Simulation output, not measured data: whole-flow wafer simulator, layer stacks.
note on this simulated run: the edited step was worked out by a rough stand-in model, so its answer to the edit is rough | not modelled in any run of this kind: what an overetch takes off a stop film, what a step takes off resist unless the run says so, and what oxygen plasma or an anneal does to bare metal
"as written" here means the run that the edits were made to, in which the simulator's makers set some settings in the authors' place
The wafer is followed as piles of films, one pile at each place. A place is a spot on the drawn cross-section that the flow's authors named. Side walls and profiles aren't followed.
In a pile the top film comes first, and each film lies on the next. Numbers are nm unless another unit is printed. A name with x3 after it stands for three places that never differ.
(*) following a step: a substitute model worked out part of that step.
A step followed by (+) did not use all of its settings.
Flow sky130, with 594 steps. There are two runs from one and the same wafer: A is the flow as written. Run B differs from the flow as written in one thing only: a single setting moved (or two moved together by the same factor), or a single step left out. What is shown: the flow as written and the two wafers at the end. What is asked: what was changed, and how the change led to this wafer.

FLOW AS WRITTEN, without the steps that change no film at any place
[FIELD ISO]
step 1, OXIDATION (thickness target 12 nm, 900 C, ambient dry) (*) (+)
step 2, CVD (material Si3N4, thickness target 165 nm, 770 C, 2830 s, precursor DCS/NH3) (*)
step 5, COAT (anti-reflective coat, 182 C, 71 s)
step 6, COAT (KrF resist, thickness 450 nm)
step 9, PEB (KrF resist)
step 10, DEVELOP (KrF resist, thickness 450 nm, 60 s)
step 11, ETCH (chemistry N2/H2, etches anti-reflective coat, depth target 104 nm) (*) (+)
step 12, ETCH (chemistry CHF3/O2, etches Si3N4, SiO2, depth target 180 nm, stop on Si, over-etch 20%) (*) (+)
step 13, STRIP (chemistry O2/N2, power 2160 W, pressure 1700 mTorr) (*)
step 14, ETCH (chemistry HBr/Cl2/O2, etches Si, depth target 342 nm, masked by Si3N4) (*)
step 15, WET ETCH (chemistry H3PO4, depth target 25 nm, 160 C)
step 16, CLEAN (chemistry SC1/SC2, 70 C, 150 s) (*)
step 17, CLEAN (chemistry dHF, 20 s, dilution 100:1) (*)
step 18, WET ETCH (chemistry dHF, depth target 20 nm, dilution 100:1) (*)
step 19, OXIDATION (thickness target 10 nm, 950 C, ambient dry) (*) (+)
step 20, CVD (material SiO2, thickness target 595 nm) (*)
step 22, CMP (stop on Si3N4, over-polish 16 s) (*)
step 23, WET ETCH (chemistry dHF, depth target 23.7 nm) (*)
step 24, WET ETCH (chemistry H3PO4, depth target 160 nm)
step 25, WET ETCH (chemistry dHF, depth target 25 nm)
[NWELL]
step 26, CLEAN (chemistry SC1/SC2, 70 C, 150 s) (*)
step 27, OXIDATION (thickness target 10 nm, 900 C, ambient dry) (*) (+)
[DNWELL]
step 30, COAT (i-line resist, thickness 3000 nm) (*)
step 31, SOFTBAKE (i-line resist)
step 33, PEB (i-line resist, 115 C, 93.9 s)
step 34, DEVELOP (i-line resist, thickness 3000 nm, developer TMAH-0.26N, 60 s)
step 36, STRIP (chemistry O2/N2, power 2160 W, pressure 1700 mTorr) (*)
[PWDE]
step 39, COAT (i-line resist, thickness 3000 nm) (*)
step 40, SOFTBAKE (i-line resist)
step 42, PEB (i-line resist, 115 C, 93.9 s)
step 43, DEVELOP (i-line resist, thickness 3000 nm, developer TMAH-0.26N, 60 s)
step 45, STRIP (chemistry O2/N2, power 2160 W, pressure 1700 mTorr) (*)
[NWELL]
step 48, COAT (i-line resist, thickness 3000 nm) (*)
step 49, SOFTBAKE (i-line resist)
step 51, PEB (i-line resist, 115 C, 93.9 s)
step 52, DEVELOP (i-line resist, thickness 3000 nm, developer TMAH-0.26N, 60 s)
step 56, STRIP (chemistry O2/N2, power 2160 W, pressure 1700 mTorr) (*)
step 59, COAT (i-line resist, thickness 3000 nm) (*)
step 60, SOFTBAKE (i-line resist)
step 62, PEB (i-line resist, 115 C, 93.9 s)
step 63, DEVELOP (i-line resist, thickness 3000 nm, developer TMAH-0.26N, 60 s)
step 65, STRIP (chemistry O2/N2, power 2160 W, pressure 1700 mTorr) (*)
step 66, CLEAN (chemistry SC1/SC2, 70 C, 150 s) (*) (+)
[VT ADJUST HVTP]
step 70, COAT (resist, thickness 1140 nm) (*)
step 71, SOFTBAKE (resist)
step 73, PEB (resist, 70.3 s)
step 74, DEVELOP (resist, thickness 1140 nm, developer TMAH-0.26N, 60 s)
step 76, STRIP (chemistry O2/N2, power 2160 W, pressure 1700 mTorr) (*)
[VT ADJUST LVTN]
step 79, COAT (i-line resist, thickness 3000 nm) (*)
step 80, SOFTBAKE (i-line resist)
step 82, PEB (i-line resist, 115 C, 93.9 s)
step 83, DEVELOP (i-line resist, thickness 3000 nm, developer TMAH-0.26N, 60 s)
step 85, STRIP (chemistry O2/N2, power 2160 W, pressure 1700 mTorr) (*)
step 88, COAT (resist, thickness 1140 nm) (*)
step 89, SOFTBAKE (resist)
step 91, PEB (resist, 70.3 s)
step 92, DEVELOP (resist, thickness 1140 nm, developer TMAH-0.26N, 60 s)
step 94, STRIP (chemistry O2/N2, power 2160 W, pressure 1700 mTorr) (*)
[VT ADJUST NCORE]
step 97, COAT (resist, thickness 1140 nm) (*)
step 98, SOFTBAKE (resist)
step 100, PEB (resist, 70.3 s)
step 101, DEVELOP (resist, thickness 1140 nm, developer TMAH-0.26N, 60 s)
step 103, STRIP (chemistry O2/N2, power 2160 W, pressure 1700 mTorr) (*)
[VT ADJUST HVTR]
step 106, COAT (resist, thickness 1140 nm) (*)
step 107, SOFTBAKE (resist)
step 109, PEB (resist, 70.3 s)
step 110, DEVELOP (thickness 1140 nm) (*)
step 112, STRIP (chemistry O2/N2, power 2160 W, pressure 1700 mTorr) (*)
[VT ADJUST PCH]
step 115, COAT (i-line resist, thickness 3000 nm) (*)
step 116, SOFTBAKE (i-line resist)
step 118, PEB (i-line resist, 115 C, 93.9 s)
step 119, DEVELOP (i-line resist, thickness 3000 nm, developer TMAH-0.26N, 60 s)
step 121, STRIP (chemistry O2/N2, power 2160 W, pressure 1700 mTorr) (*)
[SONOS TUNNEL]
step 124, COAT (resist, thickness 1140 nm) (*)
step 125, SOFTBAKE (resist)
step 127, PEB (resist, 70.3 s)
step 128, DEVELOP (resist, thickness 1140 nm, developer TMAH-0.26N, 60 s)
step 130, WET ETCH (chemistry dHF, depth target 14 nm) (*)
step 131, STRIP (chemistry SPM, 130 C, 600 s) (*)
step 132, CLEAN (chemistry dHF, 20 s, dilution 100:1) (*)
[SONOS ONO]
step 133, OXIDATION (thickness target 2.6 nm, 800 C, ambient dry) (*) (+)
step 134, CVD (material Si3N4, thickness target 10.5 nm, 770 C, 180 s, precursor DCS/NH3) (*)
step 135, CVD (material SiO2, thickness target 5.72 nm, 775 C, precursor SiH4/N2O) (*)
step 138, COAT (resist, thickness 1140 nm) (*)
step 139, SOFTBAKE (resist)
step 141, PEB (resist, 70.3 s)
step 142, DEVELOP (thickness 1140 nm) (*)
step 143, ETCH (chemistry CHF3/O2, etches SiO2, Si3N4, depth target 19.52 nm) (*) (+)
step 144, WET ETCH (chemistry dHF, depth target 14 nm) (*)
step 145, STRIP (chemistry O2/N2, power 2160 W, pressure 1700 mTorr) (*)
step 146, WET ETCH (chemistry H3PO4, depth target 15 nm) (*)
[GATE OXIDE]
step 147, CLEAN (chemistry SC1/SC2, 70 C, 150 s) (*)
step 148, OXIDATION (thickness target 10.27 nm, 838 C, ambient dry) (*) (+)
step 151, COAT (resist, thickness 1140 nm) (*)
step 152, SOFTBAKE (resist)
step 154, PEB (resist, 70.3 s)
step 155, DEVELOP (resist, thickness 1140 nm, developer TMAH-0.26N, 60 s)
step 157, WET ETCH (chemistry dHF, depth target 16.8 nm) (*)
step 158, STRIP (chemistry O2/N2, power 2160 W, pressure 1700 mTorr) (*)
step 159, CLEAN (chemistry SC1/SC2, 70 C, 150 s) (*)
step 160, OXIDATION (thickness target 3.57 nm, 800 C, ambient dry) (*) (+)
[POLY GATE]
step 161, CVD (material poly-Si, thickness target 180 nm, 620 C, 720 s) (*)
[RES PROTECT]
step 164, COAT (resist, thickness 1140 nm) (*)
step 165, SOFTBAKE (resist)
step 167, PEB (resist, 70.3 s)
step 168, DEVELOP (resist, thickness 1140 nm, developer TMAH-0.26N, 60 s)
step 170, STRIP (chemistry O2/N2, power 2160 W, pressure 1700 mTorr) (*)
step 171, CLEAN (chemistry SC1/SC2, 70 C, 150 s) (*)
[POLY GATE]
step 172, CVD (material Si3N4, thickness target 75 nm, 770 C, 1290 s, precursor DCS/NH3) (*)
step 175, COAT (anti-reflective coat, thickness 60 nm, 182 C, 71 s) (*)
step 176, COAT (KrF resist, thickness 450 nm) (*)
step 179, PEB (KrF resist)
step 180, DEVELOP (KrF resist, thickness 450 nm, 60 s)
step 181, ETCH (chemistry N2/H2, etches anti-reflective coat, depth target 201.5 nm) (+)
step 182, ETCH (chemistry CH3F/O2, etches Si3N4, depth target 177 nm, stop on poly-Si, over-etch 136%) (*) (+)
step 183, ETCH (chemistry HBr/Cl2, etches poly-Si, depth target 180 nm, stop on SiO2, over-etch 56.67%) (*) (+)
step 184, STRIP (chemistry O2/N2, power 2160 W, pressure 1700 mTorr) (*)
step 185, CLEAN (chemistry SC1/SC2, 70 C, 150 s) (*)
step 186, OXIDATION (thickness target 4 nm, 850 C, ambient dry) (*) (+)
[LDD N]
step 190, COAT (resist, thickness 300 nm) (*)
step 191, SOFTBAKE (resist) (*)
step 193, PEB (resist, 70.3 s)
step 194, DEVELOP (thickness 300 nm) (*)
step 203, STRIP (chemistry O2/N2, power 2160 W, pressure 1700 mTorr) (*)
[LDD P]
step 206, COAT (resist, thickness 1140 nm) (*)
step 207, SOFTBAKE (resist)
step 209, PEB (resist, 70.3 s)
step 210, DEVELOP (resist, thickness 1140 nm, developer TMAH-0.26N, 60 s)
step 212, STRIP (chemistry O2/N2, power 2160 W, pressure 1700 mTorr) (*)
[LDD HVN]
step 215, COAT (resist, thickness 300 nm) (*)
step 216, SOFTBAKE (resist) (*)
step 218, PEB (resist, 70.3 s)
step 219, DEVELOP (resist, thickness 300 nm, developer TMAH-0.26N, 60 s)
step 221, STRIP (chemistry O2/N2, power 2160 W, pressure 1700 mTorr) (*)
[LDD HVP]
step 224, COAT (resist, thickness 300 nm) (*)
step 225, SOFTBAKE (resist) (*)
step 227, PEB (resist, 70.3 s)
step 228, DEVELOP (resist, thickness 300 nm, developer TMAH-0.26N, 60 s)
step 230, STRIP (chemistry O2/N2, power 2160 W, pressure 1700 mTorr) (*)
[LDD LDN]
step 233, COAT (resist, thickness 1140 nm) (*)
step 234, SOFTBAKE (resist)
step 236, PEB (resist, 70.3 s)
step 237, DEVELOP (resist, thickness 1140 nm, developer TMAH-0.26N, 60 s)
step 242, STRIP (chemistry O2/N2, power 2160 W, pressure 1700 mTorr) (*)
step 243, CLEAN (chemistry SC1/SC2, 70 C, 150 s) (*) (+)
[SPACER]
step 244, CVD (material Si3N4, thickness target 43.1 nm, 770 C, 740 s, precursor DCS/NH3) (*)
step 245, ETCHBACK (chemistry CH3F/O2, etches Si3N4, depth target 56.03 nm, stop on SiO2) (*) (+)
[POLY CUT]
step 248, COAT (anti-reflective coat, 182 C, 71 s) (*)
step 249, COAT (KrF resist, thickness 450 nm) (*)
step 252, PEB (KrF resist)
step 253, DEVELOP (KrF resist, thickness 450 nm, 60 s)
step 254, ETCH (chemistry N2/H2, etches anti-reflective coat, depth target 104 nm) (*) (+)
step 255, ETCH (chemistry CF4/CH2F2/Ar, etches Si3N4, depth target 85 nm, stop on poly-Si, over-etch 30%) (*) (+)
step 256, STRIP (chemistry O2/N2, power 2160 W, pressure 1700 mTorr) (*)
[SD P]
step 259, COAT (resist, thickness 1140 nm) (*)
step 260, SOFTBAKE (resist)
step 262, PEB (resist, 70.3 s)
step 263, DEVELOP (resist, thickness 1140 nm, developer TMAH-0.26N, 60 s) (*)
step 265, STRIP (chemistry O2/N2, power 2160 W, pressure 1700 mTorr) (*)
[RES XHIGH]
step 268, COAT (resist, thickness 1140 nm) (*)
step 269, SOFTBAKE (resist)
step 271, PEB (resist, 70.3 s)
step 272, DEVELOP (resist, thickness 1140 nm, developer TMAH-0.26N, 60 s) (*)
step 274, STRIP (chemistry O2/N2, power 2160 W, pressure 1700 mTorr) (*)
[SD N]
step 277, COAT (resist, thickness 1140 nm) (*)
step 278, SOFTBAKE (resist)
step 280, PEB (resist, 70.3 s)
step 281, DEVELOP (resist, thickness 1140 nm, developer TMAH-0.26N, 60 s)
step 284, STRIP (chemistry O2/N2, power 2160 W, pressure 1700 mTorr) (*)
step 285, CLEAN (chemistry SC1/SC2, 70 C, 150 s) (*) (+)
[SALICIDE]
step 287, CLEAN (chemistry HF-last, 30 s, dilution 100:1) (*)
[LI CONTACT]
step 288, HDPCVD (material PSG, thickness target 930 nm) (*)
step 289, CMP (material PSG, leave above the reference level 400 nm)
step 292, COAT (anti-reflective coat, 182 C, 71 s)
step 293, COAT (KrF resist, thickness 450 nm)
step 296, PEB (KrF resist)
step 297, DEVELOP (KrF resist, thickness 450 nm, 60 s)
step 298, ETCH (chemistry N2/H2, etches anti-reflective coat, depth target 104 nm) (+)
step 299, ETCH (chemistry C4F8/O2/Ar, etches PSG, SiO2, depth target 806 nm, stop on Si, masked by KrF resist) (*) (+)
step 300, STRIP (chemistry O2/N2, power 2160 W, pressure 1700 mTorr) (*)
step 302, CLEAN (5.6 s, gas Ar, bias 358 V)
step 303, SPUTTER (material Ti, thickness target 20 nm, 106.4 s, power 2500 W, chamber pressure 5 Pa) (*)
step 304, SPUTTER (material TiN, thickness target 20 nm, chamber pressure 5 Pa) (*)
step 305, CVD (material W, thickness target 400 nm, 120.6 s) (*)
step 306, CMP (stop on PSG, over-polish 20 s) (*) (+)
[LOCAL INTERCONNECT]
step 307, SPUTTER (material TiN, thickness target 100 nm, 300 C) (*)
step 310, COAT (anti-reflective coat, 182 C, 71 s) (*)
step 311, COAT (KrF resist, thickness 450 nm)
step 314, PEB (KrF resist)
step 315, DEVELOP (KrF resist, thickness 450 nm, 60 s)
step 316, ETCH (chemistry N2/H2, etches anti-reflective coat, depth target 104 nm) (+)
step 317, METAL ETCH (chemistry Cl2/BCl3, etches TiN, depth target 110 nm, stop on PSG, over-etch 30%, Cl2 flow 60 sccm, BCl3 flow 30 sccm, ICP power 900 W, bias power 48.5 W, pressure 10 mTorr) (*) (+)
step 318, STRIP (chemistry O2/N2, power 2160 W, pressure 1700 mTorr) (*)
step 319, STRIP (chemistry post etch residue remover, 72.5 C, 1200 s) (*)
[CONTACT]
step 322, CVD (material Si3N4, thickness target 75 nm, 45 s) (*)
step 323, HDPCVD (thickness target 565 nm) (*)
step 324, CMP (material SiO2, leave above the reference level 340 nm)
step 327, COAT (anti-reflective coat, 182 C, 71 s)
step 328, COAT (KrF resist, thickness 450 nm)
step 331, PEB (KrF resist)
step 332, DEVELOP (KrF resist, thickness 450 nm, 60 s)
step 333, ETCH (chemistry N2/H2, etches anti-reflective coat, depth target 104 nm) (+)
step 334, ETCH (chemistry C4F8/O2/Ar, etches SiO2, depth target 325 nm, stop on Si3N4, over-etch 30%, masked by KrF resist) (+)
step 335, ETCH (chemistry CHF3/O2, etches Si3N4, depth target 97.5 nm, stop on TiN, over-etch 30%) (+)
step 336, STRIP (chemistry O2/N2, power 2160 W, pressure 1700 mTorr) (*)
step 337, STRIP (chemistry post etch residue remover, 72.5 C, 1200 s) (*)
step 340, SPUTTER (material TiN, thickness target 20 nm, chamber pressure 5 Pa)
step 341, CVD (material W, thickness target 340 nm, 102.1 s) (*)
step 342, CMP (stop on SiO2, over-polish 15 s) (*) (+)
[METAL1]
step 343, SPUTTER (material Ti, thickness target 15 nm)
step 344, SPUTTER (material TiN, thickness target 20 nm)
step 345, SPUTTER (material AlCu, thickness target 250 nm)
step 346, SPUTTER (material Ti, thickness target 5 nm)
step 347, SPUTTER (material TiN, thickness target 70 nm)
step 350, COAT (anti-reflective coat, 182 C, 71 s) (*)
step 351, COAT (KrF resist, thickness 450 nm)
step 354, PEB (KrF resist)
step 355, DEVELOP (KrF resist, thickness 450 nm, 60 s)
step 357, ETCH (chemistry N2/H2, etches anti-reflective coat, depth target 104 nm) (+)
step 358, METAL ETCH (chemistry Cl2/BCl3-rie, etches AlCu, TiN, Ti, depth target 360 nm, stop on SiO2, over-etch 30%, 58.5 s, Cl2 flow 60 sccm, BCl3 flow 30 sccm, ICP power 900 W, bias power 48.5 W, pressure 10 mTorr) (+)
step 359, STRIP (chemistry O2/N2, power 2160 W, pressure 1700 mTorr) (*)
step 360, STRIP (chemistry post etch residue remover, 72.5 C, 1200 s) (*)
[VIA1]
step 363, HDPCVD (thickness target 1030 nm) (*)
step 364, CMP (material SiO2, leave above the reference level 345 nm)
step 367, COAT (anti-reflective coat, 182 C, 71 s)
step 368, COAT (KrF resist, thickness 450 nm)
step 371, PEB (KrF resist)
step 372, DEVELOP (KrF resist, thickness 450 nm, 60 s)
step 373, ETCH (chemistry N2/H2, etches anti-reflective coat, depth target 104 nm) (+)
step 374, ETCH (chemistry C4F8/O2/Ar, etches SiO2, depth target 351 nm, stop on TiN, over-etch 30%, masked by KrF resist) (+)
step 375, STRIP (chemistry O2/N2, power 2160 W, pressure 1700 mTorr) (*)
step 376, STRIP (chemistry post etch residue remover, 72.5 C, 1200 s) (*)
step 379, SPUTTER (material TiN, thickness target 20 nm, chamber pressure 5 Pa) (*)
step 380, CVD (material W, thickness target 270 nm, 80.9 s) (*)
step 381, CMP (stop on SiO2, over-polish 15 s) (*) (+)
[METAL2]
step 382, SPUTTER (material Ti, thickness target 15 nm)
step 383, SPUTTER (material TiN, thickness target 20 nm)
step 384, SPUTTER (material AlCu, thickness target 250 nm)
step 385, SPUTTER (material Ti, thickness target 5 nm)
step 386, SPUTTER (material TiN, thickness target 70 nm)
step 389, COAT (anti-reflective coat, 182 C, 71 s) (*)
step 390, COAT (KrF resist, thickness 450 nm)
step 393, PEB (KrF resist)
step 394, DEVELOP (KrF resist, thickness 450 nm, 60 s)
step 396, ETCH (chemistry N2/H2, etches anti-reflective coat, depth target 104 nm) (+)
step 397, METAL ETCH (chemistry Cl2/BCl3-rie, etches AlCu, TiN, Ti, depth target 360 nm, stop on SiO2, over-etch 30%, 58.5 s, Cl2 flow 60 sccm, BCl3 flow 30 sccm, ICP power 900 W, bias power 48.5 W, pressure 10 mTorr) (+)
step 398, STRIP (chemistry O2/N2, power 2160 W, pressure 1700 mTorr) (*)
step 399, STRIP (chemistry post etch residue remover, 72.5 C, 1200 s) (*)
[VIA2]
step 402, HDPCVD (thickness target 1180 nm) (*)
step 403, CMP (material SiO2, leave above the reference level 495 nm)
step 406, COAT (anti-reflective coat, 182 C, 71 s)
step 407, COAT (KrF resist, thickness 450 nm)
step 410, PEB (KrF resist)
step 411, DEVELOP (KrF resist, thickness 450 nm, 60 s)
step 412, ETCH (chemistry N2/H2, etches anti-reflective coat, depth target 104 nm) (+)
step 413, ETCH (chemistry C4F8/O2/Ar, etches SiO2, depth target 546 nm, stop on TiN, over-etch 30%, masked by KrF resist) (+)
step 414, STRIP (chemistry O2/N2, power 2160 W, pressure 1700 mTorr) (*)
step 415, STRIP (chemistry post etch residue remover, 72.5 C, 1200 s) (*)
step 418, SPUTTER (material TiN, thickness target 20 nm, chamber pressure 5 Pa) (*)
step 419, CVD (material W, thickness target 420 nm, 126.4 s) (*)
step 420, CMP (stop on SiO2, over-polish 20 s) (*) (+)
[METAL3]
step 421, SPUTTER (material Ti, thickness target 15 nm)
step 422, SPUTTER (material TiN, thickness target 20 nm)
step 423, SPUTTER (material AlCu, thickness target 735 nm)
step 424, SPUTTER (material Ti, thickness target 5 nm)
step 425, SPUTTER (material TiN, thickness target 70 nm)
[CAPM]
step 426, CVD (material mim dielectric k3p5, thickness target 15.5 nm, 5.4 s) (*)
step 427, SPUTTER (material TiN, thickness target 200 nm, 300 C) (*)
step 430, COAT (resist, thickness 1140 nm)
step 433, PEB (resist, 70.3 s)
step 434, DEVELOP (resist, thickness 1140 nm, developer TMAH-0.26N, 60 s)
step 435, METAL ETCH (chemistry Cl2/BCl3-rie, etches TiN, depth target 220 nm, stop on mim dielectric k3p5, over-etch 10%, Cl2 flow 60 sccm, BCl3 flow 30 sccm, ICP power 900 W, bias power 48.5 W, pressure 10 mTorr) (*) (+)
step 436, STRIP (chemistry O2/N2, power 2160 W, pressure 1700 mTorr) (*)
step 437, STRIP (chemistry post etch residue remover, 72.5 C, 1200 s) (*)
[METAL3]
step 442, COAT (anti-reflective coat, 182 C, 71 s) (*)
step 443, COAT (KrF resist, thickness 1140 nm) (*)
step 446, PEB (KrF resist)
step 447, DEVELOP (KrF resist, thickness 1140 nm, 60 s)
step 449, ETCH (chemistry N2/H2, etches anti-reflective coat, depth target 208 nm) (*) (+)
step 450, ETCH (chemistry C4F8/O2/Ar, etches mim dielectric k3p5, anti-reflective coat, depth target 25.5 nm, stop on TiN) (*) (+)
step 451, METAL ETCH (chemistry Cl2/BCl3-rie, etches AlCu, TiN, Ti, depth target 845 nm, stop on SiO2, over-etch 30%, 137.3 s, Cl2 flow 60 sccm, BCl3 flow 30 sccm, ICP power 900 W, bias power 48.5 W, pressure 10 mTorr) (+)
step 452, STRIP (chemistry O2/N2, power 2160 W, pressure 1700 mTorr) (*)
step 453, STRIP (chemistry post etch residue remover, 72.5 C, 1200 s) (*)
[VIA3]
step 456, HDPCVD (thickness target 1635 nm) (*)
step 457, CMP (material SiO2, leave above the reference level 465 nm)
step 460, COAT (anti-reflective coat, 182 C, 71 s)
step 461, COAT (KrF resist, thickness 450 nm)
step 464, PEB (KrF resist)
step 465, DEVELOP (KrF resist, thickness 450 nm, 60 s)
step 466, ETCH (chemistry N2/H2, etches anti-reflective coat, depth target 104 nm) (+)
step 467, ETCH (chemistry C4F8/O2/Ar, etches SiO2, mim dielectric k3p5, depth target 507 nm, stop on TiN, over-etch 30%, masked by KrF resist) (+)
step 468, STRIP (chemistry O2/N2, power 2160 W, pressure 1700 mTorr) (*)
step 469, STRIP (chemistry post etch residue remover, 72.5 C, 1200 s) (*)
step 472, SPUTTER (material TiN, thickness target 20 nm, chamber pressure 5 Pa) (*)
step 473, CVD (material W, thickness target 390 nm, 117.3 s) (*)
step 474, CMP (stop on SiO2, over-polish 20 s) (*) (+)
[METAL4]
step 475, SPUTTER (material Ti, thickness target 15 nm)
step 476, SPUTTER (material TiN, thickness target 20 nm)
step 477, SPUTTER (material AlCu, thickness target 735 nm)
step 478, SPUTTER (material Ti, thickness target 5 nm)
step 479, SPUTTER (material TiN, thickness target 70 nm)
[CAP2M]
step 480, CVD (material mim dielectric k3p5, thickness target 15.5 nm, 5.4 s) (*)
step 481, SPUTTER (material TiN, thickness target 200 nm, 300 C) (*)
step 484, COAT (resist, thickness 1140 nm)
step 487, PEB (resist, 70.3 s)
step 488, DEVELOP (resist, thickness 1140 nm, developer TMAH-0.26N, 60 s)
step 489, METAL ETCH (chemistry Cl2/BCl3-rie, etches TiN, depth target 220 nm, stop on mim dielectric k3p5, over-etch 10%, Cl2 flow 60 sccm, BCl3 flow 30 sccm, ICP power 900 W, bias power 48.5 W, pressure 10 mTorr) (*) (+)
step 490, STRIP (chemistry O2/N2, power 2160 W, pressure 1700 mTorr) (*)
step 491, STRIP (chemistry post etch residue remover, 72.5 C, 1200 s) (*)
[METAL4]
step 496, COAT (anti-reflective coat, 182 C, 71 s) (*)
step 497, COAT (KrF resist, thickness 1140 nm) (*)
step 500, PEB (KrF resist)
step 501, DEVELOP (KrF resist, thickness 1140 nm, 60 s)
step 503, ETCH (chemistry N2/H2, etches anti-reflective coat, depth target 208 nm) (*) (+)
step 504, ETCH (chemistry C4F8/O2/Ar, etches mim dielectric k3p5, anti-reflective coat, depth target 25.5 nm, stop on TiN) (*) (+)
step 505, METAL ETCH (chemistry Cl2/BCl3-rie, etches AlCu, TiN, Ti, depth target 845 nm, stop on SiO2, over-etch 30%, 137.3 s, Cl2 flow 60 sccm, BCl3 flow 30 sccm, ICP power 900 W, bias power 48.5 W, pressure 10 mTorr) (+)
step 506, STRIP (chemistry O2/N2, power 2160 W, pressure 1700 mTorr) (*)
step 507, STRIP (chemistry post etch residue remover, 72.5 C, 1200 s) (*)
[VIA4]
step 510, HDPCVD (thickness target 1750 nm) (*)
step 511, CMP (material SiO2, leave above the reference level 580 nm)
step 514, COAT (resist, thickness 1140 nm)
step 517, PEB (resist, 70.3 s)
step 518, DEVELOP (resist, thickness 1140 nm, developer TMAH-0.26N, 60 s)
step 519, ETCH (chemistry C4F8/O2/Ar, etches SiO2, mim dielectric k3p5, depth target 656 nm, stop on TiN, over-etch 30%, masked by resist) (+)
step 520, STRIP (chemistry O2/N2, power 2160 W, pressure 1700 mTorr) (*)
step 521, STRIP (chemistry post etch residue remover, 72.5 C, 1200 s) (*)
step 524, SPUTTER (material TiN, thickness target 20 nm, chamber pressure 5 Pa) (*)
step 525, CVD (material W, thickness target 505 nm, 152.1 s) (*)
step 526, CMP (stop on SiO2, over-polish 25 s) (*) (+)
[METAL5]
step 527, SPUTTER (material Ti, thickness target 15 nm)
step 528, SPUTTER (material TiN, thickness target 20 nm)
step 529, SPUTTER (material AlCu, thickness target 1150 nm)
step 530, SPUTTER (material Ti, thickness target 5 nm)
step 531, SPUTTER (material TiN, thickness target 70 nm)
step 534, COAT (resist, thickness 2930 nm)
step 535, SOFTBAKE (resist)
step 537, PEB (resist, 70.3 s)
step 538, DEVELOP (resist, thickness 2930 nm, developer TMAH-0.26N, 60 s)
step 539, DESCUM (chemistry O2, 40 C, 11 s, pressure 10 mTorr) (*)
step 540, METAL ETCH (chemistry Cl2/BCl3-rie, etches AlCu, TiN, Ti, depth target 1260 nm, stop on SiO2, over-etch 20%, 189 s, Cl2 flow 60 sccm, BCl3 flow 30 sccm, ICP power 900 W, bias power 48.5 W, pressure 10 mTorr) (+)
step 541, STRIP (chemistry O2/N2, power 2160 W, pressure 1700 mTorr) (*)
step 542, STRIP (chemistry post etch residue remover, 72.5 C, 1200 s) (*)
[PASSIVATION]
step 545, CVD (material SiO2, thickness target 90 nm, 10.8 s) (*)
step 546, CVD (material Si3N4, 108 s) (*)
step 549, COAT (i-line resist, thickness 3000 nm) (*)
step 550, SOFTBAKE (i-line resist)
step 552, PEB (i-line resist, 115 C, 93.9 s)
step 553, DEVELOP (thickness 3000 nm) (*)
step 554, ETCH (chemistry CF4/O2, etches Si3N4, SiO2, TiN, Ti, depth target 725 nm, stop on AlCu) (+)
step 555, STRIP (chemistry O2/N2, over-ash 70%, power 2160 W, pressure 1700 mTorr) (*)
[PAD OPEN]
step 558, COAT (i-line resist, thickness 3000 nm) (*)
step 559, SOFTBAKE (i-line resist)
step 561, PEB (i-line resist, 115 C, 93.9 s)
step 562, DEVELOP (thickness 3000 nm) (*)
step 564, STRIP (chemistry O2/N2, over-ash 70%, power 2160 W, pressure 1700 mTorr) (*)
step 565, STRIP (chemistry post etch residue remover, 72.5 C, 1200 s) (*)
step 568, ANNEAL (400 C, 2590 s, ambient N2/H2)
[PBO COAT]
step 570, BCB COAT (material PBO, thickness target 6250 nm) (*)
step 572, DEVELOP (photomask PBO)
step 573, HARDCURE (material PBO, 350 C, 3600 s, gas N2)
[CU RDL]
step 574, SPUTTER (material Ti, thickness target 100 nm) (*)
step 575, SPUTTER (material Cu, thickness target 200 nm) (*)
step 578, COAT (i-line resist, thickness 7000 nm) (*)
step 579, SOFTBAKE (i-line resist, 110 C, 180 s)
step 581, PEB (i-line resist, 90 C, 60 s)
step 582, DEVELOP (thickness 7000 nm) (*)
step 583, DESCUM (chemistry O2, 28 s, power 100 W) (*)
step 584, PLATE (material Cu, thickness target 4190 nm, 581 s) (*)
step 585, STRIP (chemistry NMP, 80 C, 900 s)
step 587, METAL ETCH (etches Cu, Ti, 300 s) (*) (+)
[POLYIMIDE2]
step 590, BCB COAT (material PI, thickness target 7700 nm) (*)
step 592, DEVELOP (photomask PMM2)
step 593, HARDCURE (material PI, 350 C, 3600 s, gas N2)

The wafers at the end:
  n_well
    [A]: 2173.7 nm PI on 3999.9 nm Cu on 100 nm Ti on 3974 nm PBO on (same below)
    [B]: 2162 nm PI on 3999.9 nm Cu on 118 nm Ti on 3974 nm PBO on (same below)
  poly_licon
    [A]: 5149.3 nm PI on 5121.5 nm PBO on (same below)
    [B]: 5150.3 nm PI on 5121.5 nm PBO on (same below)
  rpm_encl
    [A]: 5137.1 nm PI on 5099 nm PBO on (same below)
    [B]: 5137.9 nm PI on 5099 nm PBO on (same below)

What caused this: step 574, SPUTTER: thickness target 118 nm was run, while the flow as written has thickness target 100 nm.
The wafer lets one read it off: n_well has Ti 118, and step 574 as written asks for 100 nm.

How this came from the change, step by step:
  step 574, SPUTTER (material Ti, thickness target 100 nm) (*)
      field, active, n_well and 190 more: A +100 Ti (new film) | B +118 Ti (new film)
  step 587, METAL ETCH (etches Cu, Ti, 300 s) (*) (+)
      field, active, gate and 167 more: A -200 Cu (all of it), -100 Ti (all of it) | B -200 Cu (all of it), -118 Ti (all of it)
  step 590, BCB COAT (material PI, thickness target 7700 nm) (*)
      de16_gate_nw: A +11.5 um PI (new film) | B +11.52 um PI (new film)
